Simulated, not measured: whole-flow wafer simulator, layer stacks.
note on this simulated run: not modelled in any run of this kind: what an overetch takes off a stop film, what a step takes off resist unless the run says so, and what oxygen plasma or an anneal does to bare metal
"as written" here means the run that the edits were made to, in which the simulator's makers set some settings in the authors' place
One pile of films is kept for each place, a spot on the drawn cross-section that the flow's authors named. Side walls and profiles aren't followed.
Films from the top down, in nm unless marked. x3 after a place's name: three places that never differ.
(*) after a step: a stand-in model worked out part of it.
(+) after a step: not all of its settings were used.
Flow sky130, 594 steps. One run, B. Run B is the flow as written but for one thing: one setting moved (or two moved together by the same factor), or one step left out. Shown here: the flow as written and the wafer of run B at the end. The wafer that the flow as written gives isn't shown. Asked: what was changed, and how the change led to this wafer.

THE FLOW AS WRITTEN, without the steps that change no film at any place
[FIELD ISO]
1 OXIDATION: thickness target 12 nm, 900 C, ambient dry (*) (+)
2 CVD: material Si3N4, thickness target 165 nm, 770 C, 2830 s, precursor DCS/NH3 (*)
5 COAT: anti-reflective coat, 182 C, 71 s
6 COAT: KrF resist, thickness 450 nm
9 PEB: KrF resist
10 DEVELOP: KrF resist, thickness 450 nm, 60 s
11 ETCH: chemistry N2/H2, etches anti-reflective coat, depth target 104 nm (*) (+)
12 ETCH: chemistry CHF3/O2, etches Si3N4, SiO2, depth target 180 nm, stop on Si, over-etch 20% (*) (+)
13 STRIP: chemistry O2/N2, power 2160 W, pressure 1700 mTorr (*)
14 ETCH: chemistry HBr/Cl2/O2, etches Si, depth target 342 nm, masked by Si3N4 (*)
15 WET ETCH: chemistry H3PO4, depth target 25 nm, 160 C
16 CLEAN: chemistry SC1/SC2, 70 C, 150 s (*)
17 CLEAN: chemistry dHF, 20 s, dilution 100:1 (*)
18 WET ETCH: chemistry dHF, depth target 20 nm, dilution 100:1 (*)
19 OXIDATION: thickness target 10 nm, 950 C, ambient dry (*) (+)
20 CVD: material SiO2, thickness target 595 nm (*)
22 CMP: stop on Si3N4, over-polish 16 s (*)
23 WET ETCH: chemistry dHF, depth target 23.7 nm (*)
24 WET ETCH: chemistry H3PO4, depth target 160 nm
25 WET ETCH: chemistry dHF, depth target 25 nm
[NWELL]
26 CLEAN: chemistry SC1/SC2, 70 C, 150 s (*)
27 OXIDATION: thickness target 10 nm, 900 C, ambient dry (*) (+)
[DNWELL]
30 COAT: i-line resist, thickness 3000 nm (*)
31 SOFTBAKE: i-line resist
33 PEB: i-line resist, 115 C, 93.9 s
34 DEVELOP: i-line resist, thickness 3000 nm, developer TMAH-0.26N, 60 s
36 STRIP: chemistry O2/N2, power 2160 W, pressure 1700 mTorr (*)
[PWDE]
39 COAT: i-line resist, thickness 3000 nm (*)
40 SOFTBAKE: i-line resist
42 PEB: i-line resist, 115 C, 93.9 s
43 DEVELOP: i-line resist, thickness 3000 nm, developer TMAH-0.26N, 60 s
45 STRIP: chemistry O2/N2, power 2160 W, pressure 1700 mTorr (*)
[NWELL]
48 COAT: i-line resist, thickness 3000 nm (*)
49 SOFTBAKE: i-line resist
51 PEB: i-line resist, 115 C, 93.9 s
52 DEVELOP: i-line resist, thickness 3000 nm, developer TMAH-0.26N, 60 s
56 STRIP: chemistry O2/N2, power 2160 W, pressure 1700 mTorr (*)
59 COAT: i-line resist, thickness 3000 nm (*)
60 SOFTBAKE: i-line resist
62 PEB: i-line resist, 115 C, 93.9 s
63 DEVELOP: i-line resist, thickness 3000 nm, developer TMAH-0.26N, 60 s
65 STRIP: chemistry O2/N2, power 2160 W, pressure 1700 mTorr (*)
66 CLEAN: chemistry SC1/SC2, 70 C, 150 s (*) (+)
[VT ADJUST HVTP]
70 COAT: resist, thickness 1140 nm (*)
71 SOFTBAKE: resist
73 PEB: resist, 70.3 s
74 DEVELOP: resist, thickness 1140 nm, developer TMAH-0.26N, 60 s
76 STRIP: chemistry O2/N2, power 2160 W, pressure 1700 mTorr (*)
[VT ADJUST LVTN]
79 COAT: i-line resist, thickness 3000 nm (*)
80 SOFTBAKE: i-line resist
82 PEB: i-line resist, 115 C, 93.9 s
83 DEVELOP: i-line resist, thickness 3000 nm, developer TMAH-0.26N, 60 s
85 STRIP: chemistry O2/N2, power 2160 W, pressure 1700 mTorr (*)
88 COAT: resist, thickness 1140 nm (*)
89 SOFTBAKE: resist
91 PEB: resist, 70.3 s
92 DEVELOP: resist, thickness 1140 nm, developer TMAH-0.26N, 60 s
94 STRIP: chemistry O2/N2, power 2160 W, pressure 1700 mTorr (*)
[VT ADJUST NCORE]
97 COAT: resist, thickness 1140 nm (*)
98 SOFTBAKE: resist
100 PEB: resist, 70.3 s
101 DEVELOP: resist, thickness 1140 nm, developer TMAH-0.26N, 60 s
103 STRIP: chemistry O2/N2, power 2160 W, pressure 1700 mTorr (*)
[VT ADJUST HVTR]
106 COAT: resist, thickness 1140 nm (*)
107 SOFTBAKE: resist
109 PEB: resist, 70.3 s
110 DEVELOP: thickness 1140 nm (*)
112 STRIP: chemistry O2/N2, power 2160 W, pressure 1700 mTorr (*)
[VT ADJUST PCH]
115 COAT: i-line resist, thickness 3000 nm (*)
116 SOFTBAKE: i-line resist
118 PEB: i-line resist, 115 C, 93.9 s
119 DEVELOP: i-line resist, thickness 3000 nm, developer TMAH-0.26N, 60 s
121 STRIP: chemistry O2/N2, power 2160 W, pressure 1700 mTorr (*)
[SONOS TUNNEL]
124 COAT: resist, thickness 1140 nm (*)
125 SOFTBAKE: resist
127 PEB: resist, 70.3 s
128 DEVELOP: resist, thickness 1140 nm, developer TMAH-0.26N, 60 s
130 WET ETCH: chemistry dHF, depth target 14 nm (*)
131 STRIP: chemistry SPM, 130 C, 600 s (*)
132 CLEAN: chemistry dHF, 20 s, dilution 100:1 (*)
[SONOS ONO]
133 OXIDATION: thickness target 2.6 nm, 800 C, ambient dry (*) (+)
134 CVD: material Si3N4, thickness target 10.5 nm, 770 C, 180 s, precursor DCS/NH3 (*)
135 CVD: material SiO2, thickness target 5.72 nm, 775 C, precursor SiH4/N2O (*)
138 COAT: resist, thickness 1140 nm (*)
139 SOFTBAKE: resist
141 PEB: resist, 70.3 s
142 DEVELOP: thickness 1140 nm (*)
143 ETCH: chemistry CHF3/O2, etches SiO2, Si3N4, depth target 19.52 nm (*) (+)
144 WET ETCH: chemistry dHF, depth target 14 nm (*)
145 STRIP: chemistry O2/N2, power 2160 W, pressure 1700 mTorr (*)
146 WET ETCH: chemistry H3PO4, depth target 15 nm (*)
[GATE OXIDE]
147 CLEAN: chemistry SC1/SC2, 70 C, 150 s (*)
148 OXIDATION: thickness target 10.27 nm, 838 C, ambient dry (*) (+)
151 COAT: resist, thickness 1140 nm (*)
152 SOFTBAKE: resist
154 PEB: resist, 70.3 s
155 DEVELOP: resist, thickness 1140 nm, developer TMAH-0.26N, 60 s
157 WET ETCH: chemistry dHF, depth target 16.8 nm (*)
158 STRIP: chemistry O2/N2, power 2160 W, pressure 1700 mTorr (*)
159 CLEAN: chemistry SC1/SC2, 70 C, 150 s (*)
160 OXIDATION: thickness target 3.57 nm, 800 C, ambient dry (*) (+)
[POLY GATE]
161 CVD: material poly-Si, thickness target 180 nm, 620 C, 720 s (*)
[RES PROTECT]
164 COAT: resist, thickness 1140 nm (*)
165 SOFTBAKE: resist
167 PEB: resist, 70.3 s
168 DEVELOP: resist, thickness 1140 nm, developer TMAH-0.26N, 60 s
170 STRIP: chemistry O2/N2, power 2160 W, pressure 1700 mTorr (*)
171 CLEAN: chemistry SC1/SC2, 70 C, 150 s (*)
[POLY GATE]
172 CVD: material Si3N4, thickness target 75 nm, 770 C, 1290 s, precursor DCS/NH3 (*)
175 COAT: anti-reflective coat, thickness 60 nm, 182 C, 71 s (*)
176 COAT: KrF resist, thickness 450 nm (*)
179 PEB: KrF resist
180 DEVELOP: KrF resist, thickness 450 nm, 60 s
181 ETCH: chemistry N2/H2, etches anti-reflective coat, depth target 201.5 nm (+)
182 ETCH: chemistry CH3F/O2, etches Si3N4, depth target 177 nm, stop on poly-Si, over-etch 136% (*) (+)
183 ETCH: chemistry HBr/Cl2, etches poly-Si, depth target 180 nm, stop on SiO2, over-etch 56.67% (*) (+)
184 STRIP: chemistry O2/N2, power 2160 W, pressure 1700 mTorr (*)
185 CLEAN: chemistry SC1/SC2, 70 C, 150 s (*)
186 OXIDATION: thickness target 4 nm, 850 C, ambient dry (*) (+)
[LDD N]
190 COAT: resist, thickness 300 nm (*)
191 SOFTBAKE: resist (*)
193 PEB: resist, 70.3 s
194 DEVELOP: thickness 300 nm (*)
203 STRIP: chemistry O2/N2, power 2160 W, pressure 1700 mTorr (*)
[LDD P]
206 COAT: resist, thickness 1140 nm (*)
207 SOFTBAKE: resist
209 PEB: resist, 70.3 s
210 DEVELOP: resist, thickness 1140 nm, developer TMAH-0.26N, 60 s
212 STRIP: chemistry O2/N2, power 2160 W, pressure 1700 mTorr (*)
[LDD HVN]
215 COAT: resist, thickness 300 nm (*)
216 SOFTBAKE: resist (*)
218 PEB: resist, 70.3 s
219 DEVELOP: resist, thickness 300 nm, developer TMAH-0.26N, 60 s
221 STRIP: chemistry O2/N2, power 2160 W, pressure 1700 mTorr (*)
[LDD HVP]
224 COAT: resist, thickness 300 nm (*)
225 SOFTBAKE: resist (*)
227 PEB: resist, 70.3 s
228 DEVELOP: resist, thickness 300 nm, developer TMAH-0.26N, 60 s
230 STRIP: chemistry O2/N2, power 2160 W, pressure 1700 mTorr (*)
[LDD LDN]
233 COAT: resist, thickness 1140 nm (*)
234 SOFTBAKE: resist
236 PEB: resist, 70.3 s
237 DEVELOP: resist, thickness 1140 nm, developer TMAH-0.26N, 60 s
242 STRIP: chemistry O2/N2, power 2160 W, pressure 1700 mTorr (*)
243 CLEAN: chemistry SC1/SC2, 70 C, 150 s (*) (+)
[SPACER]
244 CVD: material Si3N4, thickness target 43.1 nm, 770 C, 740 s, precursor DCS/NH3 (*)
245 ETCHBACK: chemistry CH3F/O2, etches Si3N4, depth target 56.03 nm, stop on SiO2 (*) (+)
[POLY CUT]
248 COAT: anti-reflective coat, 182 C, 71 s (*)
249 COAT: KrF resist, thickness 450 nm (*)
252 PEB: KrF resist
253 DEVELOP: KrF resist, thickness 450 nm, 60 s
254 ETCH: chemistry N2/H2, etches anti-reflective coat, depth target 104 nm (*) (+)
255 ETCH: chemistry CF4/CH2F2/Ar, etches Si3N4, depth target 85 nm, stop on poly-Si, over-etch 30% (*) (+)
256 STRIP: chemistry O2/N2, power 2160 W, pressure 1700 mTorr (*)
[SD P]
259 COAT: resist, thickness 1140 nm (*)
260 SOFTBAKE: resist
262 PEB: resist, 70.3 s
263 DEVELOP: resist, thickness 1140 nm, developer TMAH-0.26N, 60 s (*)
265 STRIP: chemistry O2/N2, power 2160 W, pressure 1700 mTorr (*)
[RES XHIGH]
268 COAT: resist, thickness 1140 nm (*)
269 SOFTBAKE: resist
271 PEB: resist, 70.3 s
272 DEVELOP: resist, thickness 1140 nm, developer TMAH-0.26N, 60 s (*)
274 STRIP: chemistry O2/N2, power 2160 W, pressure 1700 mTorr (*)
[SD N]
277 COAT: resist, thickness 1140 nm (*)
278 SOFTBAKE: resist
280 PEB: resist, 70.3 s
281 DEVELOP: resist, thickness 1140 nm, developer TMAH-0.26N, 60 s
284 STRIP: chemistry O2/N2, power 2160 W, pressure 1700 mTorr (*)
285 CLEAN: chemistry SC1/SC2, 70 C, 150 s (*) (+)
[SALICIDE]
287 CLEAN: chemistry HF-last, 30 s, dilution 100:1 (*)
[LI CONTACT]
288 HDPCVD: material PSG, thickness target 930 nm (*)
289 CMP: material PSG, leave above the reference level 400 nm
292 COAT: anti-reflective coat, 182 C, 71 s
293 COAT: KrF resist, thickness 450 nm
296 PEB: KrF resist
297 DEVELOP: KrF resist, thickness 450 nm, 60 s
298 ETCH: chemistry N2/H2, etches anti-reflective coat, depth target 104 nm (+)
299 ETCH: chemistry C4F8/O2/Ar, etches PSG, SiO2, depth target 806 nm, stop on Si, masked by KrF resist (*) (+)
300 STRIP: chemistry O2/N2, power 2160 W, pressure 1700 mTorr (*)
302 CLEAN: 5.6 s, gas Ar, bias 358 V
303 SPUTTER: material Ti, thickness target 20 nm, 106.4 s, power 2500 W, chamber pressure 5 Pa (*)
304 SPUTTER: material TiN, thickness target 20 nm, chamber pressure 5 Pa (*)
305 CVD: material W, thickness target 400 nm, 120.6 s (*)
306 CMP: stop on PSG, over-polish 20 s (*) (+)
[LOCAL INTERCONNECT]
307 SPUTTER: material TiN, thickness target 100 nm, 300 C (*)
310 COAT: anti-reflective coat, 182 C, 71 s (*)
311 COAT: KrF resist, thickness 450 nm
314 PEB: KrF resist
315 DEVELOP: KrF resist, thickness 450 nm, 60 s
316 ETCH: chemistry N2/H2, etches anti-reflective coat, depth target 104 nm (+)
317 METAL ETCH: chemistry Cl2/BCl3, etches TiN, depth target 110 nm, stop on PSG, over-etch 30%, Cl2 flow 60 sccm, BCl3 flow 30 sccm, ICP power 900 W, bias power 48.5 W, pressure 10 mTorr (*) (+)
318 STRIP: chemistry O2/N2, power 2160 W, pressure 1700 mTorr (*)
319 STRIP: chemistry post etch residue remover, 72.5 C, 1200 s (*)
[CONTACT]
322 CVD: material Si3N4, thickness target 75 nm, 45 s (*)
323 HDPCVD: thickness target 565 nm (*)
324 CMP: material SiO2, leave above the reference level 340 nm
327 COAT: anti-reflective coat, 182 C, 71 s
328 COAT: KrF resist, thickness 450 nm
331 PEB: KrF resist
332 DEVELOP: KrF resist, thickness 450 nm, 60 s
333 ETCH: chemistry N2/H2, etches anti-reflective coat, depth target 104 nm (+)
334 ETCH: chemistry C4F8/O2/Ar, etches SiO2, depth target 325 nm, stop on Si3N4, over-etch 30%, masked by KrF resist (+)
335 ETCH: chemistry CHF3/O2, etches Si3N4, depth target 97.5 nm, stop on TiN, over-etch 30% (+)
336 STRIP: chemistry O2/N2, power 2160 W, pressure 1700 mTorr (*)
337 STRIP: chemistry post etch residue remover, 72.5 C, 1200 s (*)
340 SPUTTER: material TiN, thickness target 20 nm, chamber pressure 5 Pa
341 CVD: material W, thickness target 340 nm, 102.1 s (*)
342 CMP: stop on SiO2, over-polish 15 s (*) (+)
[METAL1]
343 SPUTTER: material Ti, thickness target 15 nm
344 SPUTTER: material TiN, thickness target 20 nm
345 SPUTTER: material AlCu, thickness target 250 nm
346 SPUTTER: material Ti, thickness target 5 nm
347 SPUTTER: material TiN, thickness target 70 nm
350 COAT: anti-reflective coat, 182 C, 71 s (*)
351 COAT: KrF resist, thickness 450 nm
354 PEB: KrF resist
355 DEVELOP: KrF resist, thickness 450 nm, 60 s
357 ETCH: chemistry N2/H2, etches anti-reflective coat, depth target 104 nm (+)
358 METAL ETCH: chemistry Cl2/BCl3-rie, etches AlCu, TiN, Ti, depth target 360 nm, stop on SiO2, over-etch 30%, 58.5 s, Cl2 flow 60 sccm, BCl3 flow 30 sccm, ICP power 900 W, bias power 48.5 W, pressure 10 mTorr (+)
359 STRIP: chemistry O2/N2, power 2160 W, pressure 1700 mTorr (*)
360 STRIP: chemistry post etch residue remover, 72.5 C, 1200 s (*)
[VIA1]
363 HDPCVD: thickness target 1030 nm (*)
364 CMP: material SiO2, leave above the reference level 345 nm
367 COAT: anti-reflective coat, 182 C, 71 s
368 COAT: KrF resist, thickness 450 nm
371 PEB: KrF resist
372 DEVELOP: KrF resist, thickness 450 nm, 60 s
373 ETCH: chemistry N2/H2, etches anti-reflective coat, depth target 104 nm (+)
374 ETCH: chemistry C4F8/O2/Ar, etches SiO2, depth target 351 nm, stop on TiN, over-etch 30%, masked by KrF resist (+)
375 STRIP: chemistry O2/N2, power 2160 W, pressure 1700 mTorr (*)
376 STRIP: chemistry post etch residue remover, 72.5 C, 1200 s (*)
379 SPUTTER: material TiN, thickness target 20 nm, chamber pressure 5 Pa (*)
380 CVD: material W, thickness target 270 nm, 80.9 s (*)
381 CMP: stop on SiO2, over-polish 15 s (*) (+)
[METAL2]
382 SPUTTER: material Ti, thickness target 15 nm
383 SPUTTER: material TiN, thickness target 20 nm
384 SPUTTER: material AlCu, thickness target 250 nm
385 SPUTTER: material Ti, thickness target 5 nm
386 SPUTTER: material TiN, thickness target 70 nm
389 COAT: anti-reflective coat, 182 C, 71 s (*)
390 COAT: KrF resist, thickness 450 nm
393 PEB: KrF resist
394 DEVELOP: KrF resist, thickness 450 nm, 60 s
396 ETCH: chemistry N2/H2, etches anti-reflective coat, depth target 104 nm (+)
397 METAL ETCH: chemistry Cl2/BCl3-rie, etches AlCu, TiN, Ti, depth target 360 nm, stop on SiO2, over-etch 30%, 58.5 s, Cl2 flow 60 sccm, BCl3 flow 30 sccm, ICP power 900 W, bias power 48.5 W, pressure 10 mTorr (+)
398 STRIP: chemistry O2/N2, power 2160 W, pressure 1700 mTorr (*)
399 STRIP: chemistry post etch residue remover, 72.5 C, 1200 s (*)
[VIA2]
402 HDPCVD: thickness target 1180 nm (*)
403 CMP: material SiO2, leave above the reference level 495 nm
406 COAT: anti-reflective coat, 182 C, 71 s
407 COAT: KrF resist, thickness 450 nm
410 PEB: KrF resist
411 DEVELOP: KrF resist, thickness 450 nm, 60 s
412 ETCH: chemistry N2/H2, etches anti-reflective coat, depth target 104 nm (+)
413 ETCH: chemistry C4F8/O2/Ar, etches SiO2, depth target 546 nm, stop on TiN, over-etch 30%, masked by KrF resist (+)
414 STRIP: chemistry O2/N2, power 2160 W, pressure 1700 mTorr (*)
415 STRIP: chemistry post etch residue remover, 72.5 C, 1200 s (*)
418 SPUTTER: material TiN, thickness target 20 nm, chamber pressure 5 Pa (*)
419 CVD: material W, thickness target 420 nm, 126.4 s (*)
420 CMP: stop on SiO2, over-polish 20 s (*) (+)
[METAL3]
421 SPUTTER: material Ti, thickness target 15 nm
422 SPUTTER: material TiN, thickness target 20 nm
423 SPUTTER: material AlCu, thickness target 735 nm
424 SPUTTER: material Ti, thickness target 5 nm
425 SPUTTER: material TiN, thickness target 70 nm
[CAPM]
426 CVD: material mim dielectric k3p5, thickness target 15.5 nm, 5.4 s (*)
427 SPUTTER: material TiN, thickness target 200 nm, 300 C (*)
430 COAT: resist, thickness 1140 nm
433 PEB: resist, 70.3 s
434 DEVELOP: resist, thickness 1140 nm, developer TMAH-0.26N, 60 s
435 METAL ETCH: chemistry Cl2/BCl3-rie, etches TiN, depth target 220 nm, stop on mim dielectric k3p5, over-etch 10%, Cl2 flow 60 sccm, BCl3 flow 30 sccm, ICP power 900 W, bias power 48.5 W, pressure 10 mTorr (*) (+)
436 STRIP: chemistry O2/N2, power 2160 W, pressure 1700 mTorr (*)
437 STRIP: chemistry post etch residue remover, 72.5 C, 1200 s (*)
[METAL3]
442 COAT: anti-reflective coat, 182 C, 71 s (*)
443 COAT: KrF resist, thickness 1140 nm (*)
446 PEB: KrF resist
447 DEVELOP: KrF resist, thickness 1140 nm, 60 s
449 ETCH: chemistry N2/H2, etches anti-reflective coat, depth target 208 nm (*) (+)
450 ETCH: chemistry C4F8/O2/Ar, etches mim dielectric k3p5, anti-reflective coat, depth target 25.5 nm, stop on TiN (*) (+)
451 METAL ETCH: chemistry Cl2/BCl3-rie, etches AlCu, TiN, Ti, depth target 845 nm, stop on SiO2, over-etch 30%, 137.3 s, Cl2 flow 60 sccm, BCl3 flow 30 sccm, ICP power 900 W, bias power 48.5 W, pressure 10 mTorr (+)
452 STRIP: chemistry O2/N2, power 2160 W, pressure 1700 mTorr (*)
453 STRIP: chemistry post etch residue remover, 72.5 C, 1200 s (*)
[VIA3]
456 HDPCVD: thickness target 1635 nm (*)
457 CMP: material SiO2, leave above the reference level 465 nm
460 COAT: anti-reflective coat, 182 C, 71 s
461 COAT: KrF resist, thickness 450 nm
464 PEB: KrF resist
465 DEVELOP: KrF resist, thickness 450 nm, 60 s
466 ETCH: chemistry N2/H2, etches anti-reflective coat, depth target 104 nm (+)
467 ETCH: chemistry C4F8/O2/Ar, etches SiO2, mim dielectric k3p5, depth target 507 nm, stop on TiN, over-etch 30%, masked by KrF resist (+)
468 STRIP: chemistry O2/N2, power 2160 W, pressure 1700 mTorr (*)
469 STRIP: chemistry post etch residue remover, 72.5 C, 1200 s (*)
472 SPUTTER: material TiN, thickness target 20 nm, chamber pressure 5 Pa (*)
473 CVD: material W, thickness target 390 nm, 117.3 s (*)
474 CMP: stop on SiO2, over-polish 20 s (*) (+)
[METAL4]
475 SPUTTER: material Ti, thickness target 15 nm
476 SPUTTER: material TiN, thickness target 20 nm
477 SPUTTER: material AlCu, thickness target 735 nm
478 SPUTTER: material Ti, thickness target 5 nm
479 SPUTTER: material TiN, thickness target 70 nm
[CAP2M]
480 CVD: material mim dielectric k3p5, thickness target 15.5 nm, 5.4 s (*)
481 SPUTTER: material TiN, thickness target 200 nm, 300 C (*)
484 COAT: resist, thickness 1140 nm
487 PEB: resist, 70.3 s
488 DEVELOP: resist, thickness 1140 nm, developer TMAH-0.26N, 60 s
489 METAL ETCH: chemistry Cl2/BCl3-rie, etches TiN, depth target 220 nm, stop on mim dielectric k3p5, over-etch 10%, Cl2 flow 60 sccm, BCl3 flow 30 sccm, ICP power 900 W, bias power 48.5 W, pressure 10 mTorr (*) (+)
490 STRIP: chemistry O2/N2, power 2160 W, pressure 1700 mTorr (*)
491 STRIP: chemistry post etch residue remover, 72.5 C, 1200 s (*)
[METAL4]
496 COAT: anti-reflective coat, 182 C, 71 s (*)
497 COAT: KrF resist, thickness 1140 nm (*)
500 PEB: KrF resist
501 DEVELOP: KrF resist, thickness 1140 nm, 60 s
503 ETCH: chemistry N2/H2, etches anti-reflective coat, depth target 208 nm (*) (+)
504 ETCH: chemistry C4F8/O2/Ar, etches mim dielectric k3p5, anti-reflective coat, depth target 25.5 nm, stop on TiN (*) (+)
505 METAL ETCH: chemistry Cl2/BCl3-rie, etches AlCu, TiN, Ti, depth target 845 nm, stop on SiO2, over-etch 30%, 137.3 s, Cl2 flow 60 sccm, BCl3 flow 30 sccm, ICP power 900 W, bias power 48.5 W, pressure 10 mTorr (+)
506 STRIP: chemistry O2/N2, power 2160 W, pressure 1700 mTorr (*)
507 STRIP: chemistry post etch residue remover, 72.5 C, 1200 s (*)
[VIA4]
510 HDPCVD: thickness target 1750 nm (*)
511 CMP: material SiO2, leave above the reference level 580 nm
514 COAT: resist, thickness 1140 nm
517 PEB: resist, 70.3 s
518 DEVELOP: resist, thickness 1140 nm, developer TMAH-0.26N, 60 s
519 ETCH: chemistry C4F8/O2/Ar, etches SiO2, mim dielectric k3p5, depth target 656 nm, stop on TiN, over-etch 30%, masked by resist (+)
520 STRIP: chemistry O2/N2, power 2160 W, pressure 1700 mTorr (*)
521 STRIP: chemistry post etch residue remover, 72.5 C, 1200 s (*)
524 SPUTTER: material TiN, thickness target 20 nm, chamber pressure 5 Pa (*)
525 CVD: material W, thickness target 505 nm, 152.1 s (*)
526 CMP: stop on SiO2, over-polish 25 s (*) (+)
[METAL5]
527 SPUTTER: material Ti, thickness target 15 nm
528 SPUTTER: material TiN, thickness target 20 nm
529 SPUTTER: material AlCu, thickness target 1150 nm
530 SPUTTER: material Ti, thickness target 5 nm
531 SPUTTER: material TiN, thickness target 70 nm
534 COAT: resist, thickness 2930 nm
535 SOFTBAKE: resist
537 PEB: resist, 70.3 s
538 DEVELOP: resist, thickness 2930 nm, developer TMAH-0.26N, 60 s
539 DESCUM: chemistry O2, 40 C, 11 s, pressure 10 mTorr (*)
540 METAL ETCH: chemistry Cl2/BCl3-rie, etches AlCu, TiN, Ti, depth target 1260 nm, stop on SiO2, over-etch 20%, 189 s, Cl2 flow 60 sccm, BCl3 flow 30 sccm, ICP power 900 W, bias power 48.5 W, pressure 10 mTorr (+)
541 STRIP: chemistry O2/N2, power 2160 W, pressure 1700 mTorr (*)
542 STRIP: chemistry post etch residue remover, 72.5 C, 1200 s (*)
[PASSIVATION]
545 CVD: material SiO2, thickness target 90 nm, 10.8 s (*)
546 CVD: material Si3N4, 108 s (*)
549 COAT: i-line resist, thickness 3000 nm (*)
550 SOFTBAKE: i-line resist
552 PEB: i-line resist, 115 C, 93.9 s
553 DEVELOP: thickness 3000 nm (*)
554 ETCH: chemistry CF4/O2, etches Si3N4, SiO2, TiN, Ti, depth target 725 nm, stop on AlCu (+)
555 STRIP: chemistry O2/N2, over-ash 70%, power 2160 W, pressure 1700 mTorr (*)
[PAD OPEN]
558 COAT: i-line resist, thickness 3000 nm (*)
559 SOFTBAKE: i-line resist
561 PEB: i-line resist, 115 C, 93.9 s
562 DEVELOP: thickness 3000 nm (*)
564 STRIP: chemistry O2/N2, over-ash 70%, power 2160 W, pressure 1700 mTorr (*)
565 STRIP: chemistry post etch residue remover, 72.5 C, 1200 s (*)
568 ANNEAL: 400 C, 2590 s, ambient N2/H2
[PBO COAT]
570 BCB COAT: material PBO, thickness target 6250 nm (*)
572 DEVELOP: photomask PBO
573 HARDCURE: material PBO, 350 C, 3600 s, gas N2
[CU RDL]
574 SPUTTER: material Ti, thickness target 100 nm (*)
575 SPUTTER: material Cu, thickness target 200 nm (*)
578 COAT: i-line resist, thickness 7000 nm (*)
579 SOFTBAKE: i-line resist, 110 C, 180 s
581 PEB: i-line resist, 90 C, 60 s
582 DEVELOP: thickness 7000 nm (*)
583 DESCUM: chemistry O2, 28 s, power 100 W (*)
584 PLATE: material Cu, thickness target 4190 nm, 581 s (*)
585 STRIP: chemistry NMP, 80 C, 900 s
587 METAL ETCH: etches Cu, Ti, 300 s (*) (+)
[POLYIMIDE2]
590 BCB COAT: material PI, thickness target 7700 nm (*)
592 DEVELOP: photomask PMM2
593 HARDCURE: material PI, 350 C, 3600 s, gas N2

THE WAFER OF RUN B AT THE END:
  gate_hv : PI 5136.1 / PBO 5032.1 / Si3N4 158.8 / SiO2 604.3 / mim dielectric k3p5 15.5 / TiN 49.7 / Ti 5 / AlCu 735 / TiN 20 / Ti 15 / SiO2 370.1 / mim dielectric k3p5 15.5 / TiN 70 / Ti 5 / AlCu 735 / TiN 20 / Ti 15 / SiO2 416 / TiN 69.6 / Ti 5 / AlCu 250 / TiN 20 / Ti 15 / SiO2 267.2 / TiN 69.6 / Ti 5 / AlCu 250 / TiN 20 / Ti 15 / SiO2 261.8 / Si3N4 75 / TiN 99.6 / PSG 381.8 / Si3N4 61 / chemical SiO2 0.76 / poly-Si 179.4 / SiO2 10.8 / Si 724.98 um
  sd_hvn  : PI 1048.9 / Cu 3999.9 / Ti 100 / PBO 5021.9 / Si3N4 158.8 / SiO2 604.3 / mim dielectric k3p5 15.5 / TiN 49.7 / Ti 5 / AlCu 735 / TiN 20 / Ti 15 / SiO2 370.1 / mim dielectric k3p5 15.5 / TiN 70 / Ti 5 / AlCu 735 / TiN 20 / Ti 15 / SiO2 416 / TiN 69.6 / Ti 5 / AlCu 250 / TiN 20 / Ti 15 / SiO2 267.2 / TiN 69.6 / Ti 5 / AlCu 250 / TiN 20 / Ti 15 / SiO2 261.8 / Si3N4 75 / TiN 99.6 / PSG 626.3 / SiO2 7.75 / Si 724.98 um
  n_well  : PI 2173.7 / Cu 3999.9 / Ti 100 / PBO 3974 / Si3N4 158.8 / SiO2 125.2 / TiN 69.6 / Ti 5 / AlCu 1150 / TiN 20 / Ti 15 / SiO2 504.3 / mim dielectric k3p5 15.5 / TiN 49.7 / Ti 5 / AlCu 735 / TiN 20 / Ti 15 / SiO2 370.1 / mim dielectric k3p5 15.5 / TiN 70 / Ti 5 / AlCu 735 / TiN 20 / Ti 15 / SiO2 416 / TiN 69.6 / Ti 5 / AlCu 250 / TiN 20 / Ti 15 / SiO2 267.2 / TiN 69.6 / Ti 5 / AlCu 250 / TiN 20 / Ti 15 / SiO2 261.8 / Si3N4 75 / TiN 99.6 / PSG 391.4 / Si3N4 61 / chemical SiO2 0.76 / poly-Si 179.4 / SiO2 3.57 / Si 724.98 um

The cause: step 479, SPUTTER: thickness target 49.7 nm was run, where the flow has thickness target 70 nm.
It can be read off the wafer: gate_hv has TiN 49.7, and step 479 as written asks for 70 nm.

How the change led to this, step by step:
  479 SPUTTER: material TiN, thickness target 70 nm
      field, active, n_well and 189 more: TiN +49.7 (new film) (as written it would be: TiN +70 (new film))
  505 METAL ETCH: chemistry Cl2/BCl3-rie, etches AlCu, TiN, Ti, depth target 845 nm, stop on SiO2, over-etch 30%, 137.3 s, Cl2 flow 60 sccm, BCl3 flow 30 sccm, ICP power 900 W, bias power 48.5 W, pressure 10 mTorr (+)
      field, gate, spacer and 68 more: TiN -49.7 (all of it), Ti -5 (all of it), AlCu -735 (all of it), TiN -20 (all of it), Ti -15 (all of it), SiO2 -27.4 (as written it would be: TiN -70 (all of it), Ti -5 (all of it), AlCu -735 (all of it), TiN -20 (all of it), Ti -15 (all of it), SiO2 -25.4)
      active, vpp_iso1, mim_edge_plate and 14 more: TiN -49.7 (all of it), Ti -5 (all of it), AlCu -735 (all of it), TiN -20 (all of it), Ti -15 (all of it), SiO2 -27.4 (as written it would be: TiN -70 (all of it), Ti -5 (all of it), AlCu -735 (all of it), TiN -20 (all of it), Ti -15 (all of it), SiO2 -25.3)
  519 ETCH: chemistry C4F8/O2/Ar, etches SiO2, mim dielectric k3p5, depth target 656 nm, stop on TiN, over-etch 30%, masked by resist (+)
      m1: SiO2 -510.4 (all of it), mim dielectric k3p5 -15.5 (all of it) (as written it would be: SiO2 -490.1 (all of it), mim dielectric k3p5 -15.5 (all of it))
      via4_hole: SiO2 -509.8 (all of it), mim dielectric k3p5 -15.5 (all of it) (as written it would be: SiO2 -489.5 (all of it), mim dielectric k3p5 -15.5 (all of it))
